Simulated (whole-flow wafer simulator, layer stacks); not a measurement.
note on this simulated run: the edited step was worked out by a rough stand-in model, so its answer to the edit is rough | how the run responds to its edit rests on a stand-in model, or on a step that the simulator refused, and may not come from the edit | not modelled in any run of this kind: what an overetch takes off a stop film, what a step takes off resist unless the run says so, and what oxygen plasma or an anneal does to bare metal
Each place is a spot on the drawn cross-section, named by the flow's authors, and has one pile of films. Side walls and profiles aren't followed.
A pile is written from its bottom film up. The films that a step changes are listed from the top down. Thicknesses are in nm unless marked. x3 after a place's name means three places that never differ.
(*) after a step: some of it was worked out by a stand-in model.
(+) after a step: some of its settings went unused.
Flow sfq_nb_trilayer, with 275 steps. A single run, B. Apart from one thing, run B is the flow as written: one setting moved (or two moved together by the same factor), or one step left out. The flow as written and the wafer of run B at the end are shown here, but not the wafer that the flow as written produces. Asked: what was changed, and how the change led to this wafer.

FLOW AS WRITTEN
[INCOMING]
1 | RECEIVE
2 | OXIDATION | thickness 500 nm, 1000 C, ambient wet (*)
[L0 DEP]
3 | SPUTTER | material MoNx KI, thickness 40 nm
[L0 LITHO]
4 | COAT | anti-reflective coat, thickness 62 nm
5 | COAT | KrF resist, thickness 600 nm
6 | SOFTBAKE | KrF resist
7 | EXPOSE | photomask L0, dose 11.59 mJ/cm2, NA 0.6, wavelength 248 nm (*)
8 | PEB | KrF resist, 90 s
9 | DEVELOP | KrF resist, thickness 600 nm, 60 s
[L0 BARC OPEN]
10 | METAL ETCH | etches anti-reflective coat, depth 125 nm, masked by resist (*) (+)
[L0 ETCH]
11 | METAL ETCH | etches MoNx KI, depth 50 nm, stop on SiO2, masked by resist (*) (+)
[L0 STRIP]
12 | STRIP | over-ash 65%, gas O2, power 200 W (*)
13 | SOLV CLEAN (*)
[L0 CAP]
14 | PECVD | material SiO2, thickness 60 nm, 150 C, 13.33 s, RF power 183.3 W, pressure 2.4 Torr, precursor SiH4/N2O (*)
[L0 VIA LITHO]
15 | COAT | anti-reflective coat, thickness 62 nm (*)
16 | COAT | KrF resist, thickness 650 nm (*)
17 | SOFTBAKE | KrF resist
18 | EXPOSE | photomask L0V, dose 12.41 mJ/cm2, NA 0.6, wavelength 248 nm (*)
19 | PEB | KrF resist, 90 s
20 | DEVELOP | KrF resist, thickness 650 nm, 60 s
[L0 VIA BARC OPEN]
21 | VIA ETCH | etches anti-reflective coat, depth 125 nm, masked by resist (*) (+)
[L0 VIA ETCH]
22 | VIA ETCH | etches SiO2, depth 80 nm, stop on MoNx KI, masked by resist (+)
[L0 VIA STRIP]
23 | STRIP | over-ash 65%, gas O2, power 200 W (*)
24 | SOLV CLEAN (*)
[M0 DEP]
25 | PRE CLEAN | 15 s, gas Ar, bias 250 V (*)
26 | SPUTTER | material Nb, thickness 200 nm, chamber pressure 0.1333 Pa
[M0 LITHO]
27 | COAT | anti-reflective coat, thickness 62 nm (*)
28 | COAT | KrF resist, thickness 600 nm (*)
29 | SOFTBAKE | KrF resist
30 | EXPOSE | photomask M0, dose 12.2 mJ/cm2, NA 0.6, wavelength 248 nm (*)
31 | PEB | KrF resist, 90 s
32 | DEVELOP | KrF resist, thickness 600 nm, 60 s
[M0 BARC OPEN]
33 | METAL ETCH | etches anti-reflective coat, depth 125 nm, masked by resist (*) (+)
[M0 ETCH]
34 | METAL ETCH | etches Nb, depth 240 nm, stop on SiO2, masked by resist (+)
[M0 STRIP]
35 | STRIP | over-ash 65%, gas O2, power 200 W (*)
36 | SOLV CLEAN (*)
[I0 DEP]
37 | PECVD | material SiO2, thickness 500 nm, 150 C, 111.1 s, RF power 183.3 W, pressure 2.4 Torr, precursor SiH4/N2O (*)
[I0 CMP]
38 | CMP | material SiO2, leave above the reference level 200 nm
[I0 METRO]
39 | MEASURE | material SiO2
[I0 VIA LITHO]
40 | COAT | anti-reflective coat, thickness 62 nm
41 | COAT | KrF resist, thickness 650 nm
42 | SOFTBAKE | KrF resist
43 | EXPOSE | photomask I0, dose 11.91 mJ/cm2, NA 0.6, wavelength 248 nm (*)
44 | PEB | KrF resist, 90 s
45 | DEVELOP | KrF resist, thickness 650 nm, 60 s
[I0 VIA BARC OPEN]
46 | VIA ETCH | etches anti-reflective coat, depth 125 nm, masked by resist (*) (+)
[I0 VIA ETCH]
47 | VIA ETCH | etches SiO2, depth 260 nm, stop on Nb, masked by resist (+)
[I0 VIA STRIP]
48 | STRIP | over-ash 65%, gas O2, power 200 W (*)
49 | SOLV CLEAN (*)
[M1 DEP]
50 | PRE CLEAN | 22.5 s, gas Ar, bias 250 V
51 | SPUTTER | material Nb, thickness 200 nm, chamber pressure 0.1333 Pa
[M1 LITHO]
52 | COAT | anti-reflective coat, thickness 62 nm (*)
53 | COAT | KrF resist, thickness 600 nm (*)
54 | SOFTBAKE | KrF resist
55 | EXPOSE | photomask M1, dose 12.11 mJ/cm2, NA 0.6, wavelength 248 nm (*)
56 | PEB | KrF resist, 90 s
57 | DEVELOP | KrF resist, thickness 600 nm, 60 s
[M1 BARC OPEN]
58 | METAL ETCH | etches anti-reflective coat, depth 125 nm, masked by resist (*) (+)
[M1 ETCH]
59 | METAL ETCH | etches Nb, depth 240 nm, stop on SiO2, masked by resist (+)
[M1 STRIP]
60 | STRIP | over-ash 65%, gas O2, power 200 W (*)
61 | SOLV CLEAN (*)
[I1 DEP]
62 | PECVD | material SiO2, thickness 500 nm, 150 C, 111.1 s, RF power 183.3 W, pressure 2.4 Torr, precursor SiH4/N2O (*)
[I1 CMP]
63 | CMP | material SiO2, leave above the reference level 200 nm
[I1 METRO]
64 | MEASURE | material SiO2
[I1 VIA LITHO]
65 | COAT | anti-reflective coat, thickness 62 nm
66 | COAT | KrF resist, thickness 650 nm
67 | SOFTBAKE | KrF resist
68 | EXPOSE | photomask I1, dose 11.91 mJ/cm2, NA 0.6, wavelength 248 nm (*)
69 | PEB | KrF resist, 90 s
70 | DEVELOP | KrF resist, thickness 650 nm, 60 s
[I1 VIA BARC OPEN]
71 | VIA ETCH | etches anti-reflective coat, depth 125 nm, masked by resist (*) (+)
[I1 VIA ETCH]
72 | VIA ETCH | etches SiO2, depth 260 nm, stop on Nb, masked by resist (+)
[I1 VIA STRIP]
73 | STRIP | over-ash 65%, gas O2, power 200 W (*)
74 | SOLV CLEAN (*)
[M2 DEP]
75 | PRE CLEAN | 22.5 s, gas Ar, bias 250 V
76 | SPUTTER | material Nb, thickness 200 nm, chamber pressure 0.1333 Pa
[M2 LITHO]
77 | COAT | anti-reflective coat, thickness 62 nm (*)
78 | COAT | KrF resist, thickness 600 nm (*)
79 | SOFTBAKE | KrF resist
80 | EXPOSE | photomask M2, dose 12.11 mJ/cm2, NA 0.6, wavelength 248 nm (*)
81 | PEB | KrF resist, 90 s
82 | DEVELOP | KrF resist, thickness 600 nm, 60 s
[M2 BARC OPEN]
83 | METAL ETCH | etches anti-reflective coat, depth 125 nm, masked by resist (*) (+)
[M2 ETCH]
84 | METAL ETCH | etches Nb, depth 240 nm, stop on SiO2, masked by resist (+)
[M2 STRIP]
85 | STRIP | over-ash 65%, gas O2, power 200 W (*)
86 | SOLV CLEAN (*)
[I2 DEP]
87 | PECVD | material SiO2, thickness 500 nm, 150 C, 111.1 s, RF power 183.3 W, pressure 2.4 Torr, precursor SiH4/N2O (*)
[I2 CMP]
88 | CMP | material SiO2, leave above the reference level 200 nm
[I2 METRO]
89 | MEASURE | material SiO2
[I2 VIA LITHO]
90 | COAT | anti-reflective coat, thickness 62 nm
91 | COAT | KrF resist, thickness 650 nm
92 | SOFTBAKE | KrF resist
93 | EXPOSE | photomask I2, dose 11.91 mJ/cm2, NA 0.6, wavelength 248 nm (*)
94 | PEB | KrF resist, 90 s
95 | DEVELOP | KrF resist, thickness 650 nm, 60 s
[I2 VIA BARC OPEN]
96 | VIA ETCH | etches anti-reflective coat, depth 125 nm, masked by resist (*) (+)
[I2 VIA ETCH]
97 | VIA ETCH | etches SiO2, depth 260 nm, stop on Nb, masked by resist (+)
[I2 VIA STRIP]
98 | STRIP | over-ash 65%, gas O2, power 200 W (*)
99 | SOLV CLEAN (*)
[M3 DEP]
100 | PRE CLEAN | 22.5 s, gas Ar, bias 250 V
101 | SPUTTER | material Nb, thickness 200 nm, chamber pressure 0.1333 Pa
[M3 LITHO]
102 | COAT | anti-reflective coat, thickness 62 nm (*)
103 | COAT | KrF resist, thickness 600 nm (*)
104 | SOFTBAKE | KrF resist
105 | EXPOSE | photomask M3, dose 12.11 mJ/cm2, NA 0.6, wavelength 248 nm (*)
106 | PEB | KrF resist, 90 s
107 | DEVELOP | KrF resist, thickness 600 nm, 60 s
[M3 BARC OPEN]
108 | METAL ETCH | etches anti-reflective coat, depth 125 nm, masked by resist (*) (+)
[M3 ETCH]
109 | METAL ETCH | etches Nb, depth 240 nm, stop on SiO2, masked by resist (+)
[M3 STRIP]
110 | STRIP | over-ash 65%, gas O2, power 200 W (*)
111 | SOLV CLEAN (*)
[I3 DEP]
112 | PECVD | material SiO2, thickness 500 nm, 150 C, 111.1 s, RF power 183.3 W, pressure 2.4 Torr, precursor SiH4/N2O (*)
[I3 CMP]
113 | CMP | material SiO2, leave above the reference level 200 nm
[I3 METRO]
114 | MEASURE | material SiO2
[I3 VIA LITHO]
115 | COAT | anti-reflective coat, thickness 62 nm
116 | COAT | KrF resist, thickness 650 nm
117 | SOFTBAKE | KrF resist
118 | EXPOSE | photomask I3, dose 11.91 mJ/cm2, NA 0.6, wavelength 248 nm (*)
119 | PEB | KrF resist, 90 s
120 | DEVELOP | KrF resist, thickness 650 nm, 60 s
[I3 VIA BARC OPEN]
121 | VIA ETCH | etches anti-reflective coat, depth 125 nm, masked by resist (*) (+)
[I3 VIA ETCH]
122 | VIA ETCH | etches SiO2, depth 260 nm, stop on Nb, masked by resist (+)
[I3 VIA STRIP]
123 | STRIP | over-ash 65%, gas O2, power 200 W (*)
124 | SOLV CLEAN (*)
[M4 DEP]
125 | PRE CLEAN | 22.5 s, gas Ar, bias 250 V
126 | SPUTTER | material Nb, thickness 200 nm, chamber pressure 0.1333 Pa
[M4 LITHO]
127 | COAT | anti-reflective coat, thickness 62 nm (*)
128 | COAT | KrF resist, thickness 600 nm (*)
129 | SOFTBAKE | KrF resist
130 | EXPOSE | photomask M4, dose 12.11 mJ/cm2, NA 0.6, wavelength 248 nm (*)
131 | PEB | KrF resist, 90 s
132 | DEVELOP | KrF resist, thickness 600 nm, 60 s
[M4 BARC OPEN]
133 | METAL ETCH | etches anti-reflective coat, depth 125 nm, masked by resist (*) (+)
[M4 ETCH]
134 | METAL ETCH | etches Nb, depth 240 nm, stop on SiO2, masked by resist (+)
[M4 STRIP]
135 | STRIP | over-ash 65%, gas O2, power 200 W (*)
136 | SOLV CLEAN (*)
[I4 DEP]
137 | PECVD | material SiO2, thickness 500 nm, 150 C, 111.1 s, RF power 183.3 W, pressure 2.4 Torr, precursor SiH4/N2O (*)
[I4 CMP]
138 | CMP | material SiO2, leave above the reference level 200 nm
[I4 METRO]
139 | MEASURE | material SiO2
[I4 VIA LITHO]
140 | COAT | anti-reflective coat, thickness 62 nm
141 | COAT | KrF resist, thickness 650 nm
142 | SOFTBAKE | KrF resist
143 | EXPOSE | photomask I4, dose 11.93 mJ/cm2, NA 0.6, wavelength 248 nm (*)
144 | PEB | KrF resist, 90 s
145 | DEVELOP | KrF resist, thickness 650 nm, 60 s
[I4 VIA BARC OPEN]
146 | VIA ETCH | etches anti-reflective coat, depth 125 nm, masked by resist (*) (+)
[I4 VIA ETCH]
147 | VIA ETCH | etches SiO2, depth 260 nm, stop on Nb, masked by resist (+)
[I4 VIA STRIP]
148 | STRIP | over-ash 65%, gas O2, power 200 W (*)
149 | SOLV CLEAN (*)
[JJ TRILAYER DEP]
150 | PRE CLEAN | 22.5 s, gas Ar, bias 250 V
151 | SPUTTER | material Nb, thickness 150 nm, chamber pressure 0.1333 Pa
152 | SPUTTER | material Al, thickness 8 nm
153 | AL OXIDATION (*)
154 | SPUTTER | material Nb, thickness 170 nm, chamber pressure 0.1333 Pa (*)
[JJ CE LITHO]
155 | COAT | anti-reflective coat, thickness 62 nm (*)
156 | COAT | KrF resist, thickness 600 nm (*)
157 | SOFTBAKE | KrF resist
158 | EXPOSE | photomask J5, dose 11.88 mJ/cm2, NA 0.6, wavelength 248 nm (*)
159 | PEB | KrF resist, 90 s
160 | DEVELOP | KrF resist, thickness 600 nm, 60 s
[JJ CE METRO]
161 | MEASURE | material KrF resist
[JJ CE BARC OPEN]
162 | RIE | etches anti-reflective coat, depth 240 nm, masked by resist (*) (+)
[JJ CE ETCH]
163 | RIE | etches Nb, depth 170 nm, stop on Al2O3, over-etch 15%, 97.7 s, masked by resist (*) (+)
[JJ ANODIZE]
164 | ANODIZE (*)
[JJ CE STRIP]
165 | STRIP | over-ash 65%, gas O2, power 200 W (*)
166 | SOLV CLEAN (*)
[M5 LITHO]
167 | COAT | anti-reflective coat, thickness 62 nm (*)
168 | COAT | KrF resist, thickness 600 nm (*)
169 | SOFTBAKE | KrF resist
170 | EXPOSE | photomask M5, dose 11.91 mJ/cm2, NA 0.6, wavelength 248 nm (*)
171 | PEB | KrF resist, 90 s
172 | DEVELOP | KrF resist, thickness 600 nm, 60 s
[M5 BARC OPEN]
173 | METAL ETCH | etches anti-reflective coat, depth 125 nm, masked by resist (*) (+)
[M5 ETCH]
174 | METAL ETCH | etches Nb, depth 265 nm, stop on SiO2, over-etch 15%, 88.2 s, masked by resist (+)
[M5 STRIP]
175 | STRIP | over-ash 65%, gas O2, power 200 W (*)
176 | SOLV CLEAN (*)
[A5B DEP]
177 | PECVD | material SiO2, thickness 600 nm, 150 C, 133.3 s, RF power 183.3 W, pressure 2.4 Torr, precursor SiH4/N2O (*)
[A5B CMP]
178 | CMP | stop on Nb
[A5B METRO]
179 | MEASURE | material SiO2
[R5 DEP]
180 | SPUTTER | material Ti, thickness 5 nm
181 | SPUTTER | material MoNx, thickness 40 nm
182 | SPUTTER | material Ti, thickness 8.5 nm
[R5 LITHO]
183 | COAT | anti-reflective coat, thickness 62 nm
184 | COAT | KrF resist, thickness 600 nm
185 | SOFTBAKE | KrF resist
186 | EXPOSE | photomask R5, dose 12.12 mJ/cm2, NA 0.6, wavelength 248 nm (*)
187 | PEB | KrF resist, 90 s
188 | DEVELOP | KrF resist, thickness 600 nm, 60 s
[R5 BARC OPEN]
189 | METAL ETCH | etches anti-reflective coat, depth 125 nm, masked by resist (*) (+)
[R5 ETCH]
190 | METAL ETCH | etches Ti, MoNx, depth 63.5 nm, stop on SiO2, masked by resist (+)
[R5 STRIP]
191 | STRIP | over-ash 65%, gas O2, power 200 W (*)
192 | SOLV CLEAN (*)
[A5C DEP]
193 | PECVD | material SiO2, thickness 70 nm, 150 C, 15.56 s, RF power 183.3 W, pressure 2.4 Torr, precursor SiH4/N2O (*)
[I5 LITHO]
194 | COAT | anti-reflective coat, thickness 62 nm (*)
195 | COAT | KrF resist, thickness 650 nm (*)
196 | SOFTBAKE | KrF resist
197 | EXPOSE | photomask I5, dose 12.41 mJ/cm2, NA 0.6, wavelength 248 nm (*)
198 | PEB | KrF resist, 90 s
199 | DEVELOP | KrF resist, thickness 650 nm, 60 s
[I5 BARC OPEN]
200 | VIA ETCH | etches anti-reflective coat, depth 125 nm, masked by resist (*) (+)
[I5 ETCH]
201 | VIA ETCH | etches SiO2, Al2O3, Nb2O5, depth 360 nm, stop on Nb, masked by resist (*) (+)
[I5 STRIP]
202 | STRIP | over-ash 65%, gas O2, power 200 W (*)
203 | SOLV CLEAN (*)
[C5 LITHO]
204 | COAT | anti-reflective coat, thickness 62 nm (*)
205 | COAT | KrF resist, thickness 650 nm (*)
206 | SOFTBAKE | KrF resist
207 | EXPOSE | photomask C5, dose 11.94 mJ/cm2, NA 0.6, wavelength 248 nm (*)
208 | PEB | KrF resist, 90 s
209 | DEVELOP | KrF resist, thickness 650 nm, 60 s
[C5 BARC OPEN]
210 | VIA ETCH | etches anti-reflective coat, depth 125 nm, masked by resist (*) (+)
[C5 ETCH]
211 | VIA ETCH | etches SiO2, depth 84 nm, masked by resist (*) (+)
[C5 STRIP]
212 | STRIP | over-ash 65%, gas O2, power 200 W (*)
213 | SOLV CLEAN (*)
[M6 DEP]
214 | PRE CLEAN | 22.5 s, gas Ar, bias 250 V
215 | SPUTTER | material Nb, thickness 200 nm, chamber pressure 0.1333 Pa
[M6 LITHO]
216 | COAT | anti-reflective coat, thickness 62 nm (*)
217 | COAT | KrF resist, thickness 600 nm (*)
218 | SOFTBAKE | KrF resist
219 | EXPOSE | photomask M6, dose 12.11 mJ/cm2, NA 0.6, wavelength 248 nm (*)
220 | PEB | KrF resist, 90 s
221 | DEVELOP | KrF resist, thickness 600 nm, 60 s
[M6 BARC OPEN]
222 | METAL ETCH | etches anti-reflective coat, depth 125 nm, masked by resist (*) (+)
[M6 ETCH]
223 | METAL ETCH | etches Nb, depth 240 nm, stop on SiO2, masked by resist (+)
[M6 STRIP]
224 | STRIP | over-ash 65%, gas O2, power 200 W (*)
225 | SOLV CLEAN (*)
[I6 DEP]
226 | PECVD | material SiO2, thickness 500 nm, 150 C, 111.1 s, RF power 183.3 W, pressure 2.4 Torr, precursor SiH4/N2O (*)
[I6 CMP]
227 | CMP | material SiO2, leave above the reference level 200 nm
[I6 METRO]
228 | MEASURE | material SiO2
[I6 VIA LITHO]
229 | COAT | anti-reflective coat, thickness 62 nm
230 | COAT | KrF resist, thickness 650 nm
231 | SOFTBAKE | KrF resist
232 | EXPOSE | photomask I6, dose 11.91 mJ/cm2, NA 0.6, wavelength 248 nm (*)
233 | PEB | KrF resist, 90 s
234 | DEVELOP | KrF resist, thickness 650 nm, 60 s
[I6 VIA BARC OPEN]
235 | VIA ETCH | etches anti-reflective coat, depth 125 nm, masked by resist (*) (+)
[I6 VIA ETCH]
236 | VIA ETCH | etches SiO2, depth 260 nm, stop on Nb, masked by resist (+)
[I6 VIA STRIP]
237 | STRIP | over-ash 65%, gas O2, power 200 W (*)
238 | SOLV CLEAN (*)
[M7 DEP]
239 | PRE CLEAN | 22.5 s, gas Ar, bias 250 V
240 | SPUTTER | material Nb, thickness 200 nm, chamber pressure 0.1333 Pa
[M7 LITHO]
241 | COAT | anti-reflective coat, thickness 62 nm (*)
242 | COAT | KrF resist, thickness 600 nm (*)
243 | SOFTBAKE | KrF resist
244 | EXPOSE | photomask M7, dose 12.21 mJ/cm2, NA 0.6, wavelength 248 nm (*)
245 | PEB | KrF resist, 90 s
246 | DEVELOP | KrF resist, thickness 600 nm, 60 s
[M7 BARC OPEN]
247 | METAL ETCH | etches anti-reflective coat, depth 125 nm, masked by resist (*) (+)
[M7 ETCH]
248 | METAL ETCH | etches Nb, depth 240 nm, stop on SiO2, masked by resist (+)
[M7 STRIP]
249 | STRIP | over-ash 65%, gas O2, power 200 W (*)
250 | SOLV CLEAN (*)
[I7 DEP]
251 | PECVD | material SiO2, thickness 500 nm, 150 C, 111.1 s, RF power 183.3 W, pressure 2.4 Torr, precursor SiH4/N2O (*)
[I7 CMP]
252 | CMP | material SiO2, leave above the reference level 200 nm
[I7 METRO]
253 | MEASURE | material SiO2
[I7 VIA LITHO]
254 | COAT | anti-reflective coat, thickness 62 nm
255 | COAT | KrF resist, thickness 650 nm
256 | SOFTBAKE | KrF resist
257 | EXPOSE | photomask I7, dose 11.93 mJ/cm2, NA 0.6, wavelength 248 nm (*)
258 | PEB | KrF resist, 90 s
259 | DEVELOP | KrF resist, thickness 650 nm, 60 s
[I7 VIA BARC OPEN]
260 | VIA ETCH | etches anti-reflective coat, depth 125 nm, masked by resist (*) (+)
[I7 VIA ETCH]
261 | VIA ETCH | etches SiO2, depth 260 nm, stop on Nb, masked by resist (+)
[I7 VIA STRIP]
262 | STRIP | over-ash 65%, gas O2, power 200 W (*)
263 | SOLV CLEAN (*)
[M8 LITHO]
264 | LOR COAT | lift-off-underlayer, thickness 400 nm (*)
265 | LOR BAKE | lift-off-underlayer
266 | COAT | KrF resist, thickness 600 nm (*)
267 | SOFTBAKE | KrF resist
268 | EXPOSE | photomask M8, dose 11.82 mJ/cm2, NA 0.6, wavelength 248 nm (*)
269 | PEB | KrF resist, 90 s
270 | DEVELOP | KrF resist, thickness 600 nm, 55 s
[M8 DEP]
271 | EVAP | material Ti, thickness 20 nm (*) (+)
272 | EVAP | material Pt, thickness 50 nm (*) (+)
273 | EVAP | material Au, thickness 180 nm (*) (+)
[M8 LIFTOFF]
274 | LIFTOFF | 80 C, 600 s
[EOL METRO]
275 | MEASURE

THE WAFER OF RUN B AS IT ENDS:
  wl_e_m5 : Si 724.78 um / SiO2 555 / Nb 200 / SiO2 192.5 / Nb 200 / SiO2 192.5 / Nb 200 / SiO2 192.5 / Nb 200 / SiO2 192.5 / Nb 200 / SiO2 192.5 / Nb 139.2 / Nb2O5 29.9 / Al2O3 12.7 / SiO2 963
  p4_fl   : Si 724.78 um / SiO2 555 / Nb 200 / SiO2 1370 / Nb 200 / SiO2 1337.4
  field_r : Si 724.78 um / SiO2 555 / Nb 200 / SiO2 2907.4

What caused this: step 193, PECVD: thickness 31.5 nm was run, while the flow as written has thickness 70 nm; step 193, PECVD: 7 s was run, where the flow has 15.56 s.

The path from the change to this, step by step:
  193 | PECVD | material SiO2, thickness 70 nm, 150 C, 15.56 s, RF power 183.3 W, pressure 2.4 Torr, precursor SiH4/N2O (*)
      field_l, v_sur, via_wl and 92 more: SiO2 gains 31.5 (in the flow as written it would be: SiO2 gains 70)
      ce_l, c5j, ce_r and 8 more: SiO2 gains 31.5 (new film) (in the flow as written it would be: SiO2 gains 70 (new film))
  194 | COAT | anti-reflective coat, thickness 62 nm (*)
      r5r_line_l: anti-reflective coat gains 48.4 (new film) (in the flow as written it would be: anti-reflective coat gains 49.5 (new film))
      r5r_line_c: anti-reflective coat gains 48.4 (new film) (in the flow as written it would be: anti-reflective coat gains 49.4 (new film))
  201 | VIA ETCH | etches SiO2, Al2O3, Nb2O5, depth 360 nm, stop on Nb, masked by resist (*) (+)
      be: SiO2 loses 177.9 (all of it), Al2O3 loses 12.7 (all of it), Nb2O5 loses 29.9 (all of it) (in the flow as written it would be: SiO2 loses 216.4 (all of it), Al2O3 loses 12.7 (all of it), Nb2O5 loses 29.9 (all of it))
  202 | STRIP | over-ash 65%, gas O2, power 200 W (*)
      r5r_line_l: KrF resist loses 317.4 (all of it), anti-reflective coat loses 48.4 (all of it) (in the flow as written it would be: KrF resist loses 317.5 (all of it), anti-reflective coat loses 49.5 (all of it))
      r5r_line_c: KrF resist loses 317.3 (all of it), anti-reflective coat loses 48.4 (all of it) (in the flow as written it would be: KrF resist loses 317.5 (all of it), anti-reflective coat loses 49.4 (all of it))
  204 | COAT | anti-reflective coat, thickness 62 nm (*)
      wire: anti-reflective coat gains 48.8 (new film) (in the flow as written it would be: anti-reflective coat gains 47.4 (new film))
      be: anti-reflective coat gains 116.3 (new film) (in the flow as written it would be: anti-reflective coat gains 122.2 (new film))
      (as well as at 3 more places)
  205 | COAT | KrF resist, thickness 650 nm (*)
      be: KrF resist gains 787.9 (new film) (in the flow as written it would be: KrF resist gains 815.3 (new film))
  211 | VIA ETCH | etches SiO2, depth 84 nm, masked by resist (*) (+)
      field_l, v_sur, via_wl and 101 more: KrF resist loses 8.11 (in the flow as written it would be: KrF resist loses 14.5)
      c5j: SiO2 loses 31.4 (all of it), Nb loses 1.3 (in the flow as written it would be: SiO2 loses 69.9 (all of it), Nb loses 1.18)
      (as well as at 1 more place)
  212 | STRIP | over-ash 65%, gas O2, power 200 W (*)
      wire: KrF resist loses 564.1 (all of it), anti-reflective coat loses 48.8 (all of it) (in the flow as written it would be: KrF resist loses 555.8 (all of it), anti-reflective coat loses 47.4 (all of it))
      be: KrF resist loses 707.1 (all of it), anti-reflective coat loses 116.3 (all of it) (in the flow as written it would be: KrF resist loses 728.2 (all of it), anti-reflective coat loses 122.2 (all of it))
      (as well as at 3 more places)
  215 | SPUTTER | material Nb, thickness 200 nm, chamber pressure 0.1333 Pa
      be: Nb gains 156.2 (in the flow as written it would be: Nb gains 147.3)
      c5j: Nb gains 197.8 (in the flow as written it would be: Nb gains 188.4)
      (as well as at 1 more place)
  216 | COAT | anti-reflective coat, thickness 62 nm (*)
      wire: anti-reflective coat gains 49.4 (new film) (in the flow as written it would be: anti-reflective coat gains 48.3 (new film))
      be: anti-reflective coat gains 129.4 (new film) (in the flow as written it would be: anti-reflective coat gains 136.7 (new film))
      (as well as at 9 more places)
  217 | COAT | KrF resist, thickness 600 nm (*)
      be: KrF resist gains 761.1 (new film) (in the flow as written it would be: KrF resist gains 793.9 (new film))
      c5j: KrF resist gains 620.3 (new film) (in the flow as written it would be: KrF resist gains 636 (new film))
      (as well as at 1 more place)
  224 | STRIP | over-ash 65%, gas O2, power 200 W (*)
      wire: KrF resist loses 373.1 (all of it), anti-reflective coat loses 49.4 (all of it) (in the flow as written it would be: KrF resist loses 369.8 (all of it), anti-reflective coat loses 48.3 (all of it))
      be: KrF resist loses 543.1 (all of it), anti-reflective coat loses 129.4 (all of it) (in the flow as written it would be: KrF resist loses 575.8 (all of it), anti-reflective coat loses 136.7 (all of it))
      (as well as at 9 more places)
  226 | PECVD | material SiO2, thickness 500 nm, 150 C, 111.1 s, RF power 183.3 W, pressure 2.4 Torr, precursor SiH4/N2O (*)
      be: SiO2 gains 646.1 (new film) (in the flow as written it would be: SiO2 gains 693.5 (new film))
      c5j: SiO2 gains 500 (new film) (in the flow as written it would be: SiO2 gains 514.7 (new film))
  227 | CMP | material SiO2, leave above the reference level 200 nm
      c5j: SiO2 loses 256 (in the flow as written it would be: SiO2 loses 223)
      res: SiO2 loses 325 (in the flow as written it would be: SiO2 loses 279.4)
